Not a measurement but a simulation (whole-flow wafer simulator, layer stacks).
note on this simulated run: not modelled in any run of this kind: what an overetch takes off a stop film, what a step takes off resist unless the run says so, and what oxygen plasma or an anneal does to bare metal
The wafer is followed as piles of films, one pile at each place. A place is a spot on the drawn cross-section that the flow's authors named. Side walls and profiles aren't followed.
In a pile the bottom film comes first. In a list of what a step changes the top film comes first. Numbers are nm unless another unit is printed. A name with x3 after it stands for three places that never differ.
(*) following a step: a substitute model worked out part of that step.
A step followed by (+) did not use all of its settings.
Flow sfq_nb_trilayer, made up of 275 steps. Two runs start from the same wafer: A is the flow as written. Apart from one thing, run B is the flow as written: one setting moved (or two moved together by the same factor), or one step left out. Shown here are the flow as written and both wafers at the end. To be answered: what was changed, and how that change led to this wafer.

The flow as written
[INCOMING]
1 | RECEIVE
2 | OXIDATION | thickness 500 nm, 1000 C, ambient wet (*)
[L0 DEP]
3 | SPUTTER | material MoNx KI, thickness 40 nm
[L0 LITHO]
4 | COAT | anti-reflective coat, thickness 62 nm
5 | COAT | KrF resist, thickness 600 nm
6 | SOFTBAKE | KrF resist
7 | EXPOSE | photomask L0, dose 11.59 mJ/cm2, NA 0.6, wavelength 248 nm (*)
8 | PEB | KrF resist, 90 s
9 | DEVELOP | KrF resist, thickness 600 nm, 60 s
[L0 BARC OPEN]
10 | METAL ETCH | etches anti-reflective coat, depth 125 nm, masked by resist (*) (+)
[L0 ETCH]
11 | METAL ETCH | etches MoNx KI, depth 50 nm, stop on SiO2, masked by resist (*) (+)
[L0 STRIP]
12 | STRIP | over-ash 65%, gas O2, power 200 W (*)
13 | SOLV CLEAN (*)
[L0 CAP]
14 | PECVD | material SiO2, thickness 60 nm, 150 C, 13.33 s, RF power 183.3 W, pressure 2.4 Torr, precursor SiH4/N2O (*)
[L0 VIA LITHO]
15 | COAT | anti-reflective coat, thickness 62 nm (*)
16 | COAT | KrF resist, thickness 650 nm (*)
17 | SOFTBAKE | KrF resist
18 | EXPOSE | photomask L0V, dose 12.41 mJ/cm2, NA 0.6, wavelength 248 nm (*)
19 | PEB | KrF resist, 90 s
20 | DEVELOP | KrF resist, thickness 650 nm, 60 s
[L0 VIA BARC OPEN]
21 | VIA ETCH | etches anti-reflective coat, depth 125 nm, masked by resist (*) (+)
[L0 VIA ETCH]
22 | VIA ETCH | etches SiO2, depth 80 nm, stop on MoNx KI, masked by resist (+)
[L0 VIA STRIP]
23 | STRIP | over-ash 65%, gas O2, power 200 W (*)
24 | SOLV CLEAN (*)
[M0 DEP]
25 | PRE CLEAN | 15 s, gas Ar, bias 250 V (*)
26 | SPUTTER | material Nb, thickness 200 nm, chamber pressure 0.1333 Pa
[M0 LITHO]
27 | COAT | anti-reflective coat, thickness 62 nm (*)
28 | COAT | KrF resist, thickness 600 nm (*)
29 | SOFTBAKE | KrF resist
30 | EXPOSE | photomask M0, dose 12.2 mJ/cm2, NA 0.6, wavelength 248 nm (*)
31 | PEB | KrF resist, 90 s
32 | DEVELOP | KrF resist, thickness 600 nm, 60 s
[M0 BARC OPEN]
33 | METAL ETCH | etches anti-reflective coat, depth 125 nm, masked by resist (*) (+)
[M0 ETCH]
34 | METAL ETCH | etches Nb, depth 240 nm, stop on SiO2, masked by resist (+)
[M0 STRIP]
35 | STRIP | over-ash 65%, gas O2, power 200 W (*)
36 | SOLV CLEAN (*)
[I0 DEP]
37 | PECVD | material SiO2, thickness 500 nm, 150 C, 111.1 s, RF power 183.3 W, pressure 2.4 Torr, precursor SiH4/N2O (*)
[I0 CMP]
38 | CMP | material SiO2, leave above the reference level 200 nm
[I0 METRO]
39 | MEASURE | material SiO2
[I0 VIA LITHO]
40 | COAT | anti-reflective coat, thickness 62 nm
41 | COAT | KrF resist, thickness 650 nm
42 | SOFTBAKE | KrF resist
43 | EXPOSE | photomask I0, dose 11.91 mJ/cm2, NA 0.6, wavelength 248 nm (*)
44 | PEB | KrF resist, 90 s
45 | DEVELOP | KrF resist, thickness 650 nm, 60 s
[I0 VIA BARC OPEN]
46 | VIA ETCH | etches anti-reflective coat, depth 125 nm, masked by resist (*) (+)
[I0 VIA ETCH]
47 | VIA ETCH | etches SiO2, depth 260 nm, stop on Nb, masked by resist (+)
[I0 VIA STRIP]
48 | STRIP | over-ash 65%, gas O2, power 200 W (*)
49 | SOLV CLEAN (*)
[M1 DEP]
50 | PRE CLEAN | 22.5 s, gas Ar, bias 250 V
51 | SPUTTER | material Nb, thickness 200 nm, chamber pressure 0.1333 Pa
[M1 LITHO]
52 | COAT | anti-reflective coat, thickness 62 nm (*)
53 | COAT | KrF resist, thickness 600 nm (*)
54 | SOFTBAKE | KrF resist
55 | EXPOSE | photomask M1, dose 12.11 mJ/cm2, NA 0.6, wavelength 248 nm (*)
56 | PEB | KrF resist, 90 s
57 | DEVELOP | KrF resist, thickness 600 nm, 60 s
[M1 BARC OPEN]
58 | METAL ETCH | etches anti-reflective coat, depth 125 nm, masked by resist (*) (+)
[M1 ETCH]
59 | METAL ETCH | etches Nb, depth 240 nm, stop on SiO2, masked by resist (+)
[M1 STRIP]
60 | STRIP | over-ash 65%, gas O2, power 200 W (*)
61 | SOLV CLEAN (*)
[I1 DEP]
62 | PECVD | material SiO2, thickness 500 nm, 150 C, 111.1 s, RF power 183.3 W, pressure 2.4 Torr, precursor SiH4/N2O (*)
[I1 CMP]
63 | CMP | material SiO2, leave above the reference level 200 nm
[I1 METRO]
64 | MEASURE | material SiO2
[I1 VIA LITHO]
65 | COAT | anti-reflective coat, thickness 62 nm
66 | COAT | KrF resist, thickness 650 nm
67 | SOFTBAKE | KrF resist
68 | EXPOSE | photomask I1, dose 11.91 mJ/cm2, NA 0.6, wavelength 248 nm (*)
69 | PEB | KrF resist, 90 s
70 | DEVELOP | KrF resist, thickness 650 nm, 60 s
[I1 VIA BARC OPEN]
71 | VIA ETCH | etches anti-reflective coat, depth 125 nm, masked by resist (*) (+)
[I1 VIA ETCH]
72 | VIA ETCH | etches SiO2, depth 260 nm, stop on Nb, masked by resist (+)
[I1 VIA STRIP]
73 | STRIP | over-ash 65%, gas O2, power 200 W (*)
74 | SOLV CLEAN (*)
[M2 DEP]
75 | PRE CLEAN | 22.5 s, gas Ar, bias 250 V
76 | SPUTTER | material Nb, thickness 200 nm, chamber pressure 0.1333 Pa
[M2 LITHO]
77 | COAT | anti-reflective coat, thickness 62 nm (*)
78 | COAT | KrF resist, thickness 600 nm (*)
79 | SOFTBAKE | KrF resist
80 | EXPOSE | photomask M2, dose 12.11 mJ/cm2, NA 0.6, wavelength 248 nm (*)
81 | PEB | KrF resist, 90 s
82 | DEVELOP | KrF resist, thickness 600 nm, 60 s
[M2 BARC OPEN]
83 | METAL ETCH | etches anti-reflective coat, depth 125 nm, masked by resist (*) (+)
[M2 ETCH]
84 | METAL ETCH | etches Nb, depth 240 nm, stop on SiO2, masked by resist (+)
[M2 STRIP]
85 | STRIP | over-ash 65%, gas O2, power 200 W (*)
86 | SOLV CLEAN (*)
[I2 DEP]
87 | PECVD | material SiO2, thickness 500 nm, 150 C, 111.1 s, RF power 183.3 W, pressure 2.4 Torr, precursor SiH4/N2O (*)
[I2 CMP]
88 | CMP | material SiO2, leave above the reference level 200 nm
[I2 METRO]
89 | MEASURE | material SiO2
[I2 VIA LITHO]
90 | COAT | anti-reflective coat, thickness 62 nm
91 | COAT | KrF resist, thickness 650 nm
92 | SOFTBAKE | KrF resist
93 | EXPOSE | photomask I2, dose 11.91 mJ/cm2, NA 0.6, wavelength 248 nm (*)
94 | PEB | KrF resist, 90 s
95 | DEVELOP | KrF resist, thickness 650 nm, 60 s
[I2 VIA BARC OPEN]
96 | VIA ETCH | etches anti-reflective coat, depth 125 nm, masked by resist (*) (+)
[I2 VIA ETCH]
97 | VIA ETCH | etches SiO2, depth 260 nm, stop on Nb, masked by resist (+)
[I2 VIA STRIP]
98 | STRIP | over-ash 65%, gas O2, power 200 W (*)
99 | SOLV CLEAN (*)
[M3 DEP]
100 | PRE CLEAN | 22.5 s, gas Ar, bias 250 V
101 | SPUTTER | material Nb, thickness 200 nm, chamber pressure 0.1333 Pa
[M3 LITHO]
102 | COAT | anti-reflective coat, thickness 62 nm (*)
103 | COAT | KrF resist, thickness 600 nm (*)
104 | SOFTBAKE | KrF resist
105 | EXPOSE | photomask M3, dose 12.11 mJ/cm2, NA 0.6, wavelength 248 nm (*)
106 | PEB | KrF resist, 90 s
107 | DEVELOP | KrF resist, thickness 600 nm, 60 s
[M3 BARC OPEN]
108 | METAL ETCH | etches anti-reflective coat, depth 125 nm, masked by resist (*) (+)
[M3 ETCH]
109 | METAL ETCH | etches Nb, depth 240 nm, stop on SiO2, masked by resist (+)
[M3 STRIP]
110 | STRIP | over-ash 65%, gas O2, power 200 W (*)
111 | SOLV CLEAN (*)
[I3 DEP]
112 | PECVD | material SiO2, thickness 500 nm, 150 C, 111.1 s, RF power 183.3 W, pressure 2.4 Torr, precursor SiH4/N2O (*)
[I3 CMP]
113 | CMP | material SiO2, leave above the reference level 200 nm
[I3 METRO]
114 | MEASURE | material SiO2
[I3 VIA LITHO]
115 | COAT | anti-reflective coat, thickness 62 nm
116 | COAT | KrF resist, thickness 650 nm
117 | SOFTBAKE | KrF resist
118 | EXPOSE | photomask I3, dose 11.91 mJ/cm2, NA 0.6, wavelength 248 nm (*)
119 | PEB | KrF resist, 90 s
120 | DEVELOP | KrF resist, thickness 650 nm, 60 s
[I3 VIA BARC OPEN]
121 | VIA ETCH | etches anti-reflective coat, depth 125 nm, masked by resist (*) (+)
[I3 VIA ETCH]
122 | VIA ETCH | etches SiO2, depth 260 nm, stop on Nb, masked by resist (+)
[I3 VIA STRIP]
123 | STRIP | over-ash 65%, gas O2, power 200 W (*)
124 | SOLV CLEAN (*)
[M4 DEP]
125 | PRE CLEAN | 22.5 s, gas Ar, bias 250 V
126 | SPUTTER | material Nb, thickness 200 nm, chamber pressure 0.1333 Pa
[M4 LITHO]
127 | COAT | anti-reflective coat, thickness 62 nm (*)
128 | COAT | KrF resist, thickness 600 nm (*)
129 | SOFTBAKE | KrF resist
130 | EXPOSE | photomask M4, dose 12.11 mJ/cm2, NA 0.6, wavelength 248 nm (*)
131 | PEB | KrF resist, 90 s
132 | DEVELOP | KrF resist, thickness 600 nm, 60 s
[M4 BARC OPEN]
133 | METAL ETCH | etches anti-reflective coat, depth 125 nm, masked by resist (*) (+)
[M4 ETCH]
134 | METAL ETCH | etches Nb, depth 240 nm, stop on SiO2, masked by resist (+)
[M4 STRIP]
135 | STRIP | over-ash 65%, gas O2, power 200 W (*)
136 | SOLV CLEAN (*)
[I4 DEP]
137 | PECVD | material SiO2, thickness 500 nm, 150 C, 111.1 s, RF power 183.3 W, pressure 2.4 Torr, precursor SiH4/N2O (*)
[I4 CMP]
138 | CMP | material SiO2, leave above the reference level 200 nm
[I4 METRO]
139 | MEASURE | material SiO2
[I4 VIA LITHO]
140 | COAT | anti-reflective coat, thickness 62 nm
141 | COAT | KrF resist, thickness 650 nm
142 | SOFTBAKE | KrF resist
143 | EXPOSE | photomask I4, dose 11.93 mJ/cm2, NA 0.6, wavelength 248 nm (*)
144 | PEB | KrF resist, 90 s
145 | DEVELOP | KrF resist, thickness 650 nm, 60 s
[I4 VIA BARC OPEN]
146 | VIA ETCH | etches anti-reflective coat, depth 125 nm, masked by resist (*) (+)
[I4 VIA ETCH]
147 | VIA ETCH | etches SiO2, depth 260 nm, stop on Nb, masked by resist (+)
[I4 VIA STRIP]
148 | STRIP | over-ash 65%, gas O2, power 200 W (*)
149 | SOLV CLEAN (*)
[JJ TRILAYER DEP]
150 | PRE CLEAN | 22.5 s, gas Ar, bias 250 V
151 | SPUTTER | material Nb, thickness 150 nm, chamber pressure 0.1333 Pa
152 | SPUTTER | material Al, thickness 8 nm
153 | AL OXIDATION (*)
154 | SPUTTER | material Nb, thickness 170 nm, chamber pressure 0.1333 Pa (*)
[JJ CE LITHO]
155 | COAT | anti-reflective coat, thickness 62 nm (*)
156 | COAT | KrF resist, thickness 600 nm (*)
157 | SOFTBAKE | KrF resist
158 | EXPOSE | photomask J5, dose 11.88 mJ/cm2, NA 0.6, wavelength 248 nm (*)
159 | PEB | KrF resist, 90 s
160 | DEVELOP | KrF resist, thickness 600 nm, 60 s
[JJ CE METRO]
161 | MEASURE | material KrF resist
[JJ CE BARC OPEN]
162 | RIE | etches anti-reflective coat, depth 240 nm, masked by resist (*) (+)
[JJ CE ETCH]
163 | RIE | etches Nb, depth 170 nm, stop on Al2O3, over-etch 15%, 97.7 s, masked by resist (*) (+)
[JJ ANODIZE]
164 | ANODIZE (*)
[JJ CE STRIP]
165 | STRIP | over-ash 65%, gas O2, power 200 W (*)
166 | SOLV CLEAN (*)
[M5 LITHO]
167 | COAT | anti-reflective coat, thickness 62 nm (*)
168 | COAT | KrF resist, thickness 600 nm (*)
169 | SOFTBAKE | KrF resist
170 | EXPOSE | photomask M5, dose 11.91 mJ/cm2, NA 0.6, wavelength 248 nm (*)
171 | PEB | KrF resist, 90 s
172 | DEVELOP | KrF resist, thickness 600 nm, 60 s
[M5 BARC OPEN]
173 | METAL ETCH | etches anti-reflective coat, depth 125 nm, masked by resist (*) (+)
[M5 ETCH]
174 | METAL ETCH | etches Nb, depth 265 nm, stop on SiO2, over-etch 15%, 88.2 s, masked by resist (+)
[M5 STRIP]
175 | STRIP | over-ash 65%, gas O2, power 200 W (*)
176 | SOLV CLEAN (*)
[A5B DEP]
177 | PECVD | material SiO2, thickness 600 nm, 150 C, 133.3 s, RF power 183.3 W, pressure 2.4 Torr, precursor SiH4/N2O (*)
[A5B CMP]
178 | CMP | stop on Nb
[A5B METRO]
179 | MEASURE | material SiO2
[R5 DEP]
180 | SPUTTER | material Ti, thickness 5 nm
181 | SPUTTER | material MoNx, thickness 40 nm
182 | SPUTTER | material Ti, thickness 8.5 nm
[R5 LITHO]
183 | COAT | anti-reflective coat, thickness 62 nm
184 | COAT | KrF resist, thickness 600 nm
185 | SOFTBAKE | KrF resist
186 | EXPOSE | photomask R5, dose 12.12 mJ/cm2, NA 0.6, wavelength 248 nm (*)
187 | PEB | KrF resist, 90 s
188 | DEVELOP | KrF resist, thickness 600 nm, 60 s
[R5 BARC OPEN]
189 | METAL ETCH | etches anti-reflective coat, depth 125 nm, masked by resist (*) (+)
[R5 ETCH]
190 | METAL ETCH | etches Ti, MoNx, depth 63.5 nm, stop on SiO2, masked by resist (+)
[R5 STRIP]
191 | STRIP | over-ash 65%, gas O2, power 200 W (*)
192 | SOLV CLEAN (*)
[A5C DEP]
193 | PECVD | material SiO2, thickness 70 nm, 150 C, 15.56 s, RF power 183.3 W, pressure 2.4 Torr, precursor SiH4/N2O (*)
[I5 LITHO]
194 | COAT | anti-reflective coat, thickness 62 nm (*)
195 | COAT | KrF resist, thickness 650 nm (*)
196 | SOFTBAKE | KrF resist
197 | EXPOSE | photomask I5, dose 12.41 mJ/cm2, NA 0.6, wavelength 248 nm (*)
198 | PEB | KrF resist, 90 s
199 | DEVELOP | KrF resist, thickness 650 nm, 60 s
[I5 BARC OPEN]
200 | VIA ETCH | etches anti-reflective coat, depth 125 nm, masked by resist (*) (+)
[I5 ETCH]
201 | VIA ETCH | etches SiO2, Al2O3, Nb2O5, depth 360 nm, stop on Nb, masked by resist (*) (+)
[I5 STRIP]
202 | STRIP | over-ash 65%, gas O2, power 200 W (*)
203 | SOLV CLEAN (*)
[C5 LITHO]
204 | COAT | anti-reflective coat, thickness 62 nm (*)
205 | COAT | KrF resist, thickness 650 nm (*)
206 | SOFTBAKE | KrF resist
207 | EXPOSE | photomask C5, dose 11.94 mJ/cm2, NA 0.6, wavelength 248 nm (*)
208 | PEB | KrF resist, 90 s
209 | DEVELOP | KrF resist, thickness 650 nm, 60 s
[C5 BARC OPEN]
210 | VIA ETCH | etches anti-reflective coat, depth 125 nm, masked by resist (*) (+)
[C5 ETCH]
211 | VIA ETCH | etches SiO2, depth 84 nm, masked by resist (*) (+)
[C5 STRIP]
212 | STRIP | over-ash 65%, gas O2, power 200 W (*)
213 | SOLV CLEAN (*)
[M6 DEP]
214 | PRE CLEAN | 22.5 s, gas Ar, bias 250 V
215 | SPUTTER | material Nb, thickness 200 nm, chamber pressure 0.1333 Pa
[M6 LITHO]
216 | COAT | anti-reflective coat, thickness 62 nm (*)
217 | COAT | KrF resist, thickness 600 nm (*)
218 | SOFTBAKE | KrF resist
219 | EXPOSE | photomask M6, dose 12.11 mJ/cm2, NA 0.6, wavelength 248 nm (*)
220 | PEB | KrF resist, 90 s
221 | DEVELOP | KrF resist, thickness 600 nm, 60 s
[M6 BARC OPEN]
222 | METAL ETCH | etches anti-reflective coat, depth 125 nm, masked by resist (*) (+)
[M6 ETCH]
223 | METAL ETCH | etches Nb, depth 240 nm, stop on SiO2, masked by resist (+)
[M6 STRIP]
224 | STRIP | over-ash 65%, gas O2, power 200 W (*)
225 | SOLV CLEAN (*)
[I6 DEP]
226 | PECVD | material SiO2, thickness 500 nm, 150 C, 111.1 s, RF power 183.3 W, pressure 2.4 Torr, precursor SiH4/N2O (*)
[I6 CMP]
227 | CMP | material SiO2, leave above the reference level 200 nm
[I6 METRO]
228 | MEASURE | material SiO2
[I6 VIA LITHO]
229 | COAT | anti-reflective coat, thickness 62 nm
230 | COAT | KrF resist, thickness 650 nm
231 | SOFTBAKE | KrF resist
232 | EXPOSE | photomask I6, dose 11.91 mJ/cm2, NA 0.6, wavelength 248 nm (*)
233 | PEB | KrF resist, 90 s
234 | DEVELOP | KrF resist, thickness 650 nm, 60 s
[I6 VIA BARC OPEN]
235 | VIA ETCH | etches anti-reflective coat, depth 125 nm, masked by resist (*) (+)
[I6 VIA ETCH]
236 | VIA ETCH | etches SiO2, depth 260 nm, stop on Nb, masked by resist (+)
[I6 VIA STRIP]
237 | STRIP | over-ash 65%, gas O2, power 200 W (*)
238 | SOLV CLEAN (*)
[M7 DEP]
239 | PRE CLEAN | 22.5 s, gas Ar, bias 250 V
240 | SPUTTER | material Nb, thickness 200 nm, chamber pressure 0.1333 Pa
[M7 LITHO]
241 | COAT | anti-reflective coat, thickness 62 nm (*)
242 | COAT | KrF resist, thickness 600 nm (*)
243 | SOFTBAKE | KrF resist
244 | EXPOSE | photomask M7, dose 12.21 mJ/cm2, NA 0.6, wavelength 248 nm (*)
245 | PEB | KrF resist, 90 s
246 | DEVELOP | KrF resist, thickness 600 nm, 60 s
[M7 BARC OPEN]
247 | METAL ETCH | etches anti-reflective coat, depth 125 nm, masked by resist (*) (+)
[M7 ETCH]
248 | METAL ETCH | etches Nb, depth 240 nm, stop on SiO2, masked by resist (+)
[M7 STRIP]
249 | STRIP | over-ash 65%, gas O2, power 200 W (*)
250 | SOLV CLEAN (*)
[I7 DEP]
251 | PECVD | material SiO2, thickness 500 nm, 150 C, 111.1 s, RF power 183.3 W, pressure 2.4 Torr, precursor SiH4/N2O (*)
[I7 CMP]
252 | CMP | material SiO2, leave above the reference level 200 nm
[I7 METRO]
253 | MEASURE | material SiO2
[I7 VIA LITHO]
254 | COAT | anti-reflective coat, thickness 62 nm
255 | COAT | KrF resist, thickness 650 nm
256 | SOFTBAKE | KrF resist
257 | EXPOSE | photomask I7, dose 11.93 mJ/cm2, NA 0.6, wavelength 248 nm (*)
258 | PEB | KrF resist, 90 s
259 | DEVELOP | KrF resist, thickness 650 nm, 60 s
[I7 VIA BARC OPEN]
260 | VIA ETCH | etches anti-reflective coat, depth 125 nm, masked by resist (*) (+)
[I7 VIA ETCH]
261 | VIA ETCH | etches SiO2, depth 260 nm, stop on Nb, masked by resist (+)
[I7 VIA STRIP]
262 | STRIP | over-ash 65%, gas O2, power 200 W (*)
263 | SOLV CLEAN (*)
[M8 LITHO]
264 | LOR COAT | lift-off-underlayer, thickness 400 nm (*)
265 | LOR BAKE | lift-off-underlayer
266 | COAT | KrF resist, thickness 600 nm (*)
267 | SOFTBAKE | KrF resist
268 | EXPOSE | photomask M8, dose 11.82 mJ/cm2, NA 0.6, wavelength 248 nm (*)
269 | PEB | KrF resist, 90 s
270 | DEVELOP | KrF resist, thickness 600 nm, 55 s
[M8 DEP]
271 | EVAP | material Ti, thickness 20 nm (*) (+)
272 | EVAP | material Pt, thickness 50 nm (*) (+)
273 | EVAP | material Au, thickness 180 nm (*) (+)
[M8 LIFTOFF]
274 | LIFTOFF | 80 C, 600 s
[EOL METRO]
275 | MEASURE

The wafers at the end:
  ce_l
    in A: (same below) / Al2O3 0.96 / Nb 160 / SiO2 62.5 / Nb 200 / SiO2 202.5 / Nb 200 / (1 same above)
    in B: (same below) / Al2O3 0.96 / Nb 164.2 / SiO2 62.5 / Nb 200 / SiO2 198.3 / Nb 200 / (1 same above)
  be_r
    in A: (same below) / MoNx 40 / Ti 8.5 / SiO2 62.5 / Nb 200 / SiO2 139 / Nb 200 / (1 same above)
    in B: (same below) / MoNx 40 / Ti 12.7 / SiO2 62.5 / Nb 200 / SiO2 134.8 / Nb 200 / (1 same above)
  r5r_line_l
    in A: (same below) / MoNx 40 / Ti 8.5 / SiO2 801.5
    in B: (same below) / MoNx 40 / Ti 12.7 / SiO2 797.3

What caused this: step 182, SPUTTER: thickness 12.7 nm was run, while the flow as written has thickness 8.5 nm.
The wafer lets one read it off: be_r has Ti 12.7, and step 182 as written asks for 8.5 nm.

How this came from the change, step by step:
  182 | SPUTTER | material Ti, thickness 8.5 nm
      field_l, v_sur, via_wl and 103 more: A +8.5 Ti (new film) | B +12.7 Ti (new film)
  190 | METAL ETCH | etches Ti, MoNx, depth 63.5 nm, stop on SiO2, masked by resist (+)
      field_l, v_sur, via_wl and 92 more: A -8.5 Ti (all of it), -40 MoNx (all of it), -5 Ti (all of it) | B -12.7 Ti (all of it), -40 MoNx (all of it), -5 Ti (all of it)
      ce_l, c5j, ce_r, wl_jj: A -8.5 Ti (all of it), -40 MoNx (all of it), -5 Ti (all of it), -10 Nb | B -12.7 Ti (all of it), -40 MoNx (all of it), -5 Ti (all of it), -5.8 Nb
  194 | COAT | anti-reflective coat, thickness 62 nm (*)
      r5r_spacepad_l, r5r_spacepad_r: A +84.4 anti-reflective coat (new film) | B +86.2 anti-reflective coat (new film)
      ce_l: A +67.2 anti-reflective coat (new film) | B +65.3 anti-reflective coat (new film)
      (also at 3 further places)
  202 | STRIP | over-ash 65%, gas O2, power 200 W (*)
      r5r_spacepad_l, r5r_spacepad_r: A -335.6 KrF resist (all of it), -84.4 anti-reflective coat (all of it) | B -335.8 KrF resist (all of it), -86.2 anti-reflective coat (all of it)
      ce_l: A -341.5 KrF resist (all of it), -67.2 anti-reflective coat (all of it) | B -340.4 KrF resist (all of it), -65.3 anti-reflective coat (all of it)
      (also at 3 further places)
  204 | COAT | anti-reflective coat, thickness 62 nm (*)
      r5r_spacepad_l, r5r_spacepad_r: A +84.4 anti-reflective coat (new film) | B +86.2 anti-reflective coat (new film)
      ce_l: A +66 anti-reflective coat (new film) | B +64.2 anti-reflective coat (new film)
      (also at 3 further places)
  212 | STRIP | over-ash 65%, gas O2, power 200 W (*)
      r5r_spacepad_l, r5r_spacepad_r: A -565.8 KrF resist (all of it), -84.4 anti-reflective coat (all of it) | B -566.2 KrF resist (all of it), -86.2 anti-reflective coat (all of it)
      ce_l: A -567.4 KrF resist (all of it), -66 anti-reflective coat (all of it) | B -566.6 KrF resist (all of it), -64.2 anti-reflective coat (all of it)
      (also at 3 further places)
  216 | COAT | anti-reflective coat, thickness 62 nm (*)
      r5r_spacepad_l, r5r_spacepad_r: A +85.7 anti-reflective coat (new film) | B +87.8 anti-reflective coat (new film)
      jj_sur: A +56.1 anti-reflective coat (new film) | B +57.3 anti-reflective coat (new film)
      (also at 4 further places)
  222 | METAL ETCH | etches anti-reflective coat, depth 125 nm, masked by resist (*) (+)
      r5r_spacepad_l, r5r_spacepad_r: A -85.7 anti-reflective coat (all of it) | B -87.8 anti-reflective coat (all of it)
  224 | STRIP | over-ash 65%, gas O2, power 200 W (*)
      jj_sur: A -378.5 KrF resist (all of it), -56.1 anti-reflective coat (all of it) | B -378.4 KrF resist (all of it), -57.3 anti-reflective coat (all of it)
      ce_l: A -397.1 KrF resist (all of it), -48 anti-reflective coat (all of it) | B -395.5 KrF resist (all of it), -46.8 anti-reflective coat (all of it)
      (also at 3 further places)
  227 | CMP | material SiO2, leave above the reference level 200 nm
      r5r_line_l, r5r_spacepad_l, r5r_spacepad_r, r5r_line_c, r5r_line_r: A -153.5 SiO2 | B -157.7 SiO2
